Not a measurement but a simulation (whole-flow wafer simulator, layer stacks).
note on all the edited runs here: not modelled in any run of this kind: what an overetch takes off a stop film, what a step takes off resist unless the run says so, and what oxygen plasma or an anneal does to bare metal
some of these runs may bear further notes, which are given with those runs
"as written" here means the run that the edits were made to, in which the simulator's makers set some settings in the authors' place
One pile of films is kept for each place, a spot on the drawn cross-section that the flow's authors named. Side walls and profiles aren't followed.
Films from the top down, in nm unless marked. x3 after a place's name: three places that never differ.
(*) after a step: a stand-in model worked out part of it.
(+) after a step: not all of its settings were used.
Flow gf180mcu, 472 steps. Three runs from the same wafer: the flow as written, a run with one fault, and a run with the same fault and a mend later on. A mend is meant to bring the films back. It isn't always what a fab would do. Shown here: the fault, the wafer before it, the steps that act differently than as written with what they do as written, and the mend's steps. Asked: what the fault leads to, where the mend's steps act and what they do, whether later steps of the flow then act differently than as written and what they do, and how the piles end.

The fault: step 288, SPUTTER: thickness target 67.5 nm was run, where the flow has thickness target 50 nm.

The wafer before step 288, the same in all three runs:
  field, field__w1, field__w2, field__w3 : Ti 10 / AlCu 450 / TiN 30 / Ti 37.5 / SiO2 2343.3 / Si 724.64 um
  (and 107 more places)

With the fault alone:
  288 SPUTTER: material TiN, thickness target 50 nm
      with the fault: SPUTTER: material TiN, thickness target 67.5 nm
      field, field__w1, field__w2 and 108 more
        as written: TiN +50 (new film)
        with the fault: TiN +67.5 (new film)
  Later steps of the flow that act differently than as written (5 more steps differ only slightly, by at most 2% or 0.5 nm, whichever is larger, and aren't shown):
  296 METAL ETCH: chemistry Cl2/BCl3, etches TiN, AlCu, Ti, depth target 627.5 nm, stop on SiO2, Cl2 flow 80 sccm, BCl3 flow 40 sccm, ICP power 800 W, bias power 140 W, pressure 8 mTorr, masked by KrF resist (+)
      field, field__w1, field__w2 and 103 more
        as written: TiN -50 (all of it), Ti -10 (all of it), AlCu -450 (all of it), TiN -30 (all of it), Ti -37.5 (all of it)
        with the fault: TiN -67.5 (all of it), Ti -10 (all of it), AlCu -450 (all of it), TiN -30 (all of it), Ti -37.5 (all of it)
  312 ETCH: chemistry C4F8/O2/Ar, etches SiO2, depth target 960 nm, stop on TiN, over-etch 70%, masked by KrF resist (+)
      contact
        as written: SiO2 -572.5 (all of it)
        with the fault: SiO2 -555 (all of it)
  At the end the piles differ from the flow's by more than 2% or 0.5 nm, whichever is larger, at field__w8, contact, m1, m1__w1, m1_nw.
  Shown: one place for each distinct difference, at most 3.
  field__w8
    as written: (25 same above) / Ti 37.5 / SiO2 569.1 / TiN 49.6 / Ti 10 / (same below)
    with the fault: (25 same above) / Ti 37.5 / SiO2 551.6 / TiN 67.1 / Ti 10 / (same below)
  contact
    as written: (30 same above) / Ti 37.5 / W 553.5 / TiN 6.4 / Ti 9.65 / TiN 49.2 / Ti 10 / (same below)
    with the fault: (30 same above) / Ti 37.5 / W 535.8 / TiN 6.47 / Ti 9.75 / TiN 66.7 / Ti 10 / (same below)

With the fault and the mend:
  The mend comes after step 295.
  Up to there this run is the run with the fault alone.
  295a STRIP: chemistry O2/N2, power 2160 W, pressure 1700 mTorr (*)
      field__w8, contact, m1, m1__w1, m1_nw
        KrF resist -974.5 (all of it)
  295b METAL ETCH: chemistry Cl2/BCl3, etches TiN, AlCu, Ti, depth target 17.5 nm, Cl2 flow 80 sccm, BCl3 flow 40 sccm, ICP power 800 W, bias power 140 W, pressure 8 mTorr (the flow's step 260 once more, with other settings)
      field, field__w1, field__w2 and 108 more
        TiN -17.5
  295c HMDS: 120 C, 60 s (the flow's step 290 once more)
      changes no film at any place that is followed
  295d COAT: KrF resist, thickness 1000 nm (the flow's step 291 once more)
      field, field__w1, field__w2 and 108 more
        KrF resist +1000 (new film)
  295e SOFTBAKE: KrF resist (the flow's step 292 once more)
      changes no film at any place that is followed
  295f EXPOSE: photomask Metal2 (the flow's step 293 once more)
      changes no film at any place that is followed
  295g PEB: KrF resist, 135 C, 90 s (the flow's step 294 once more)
      field, field__w1, field__w2 and 108 more
        KrF resist -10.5
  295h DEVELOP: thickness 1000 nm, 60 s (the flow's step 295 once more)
      field, field__w1, field__w2 and 103 more
        KrF resist -989.5 (all of it)
      field__w8, contact, m1, m1__w1, m1_nw
        KrF resist -14.9
  No later step of the flow acts differently than as written at any place that is followed.
  At the end the piles are the same as the flow's at every place that both follow.
